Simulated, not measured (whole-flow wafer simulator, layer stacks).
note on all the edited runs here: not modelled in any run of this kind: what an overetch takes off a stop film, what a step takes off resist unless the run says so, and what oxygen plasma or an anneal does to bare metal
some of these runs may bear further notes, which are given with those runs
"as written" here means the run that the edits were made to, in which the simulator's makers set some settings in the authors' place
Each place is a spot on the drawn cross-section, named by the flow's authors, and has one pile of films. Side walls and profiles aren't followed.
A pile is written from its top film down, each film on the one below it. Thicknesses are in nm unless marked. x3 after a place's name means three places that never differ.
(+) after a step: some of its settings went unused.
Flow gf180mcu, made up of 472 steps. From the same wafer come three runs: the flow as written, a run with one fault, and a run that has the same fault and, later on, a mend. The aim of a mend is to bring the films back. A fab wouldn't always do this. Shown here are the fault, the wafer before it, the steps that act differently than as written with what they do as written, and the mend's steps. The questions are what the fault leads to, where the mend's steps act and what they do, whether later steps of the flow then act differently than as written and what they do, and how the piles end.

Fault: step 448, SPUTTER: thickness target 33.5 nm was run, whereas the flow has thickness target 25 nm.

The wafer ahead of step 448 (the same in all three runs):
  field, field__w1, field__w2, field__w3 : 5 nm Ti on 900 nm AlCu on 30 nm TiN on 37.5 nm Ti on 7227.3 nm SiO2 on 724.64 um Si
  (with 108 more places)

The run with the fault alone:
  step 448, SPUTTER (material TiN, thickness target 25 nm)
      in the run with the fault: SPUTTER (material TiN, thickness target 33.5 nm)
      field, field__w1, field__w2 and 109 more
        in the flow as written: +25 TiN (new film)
        in the run with the fault: +33.5 TiN (new film)
  Steps later in the flow that act otherwise than as written (4 other steps are not shown; they differ only slightly, by no more than 2% or 0.5 nm, whichever is larger):
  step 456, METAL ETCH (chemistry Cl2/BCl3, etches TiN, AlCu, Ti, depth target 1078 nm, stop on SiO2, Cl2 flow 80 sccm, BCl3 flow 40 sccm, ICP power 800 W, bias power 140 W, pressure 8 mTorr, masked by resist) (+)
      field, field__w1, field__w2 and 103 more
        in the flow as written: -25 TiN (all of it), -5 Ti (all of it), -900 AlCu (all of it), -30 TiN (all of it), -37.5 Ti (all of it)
        in the run with the fault: -33.5 TiN (all of it), -5 Ti (all of it), -900 AlCu (all of it), -30 TiN (all of it), -37.5 Ti (all of it)
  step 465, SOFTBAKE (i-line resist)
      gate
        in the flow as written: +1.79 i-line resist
        in the run with the fault: -0.29 i-line resist
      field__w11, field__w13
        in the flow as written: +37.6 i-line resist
        in the run with the fault: +31.4 i-line resist
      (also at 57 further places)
  The piles end different from the flow's at field__w8, contact, m1, m1__w1, pad, m1_nw by more than 2% or 0.5 nm, whichever is larger.
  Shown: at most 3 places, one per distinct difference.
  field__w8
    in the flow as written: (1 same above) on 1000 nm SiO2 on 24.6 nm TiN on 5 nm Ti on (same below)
    in the run with the fault: (1 same above) on 1000 nm SiO2 on 33.1 nm TiN on 5 nm Ti on (same below)
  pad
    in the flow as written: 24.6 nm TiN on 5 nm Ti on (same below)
    in the run with the fault: 33.1 nm TiN on 5 nm Ti on (same below)

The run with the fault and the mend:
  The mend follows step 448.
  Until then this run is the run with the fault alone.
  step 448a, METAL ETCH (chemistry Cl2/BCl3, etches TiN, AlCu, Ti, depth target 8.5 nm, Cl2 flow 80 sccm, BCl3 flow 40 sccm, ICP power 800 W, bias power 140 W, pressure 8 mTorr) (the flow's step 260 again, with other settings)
      field, field__w1, field__w2 and 109 more
        -8.5 TiN
  Later steps of the flow that are run all act as written at every place that is followed.
  At every place that both follow, the piles at the end match the flow's.
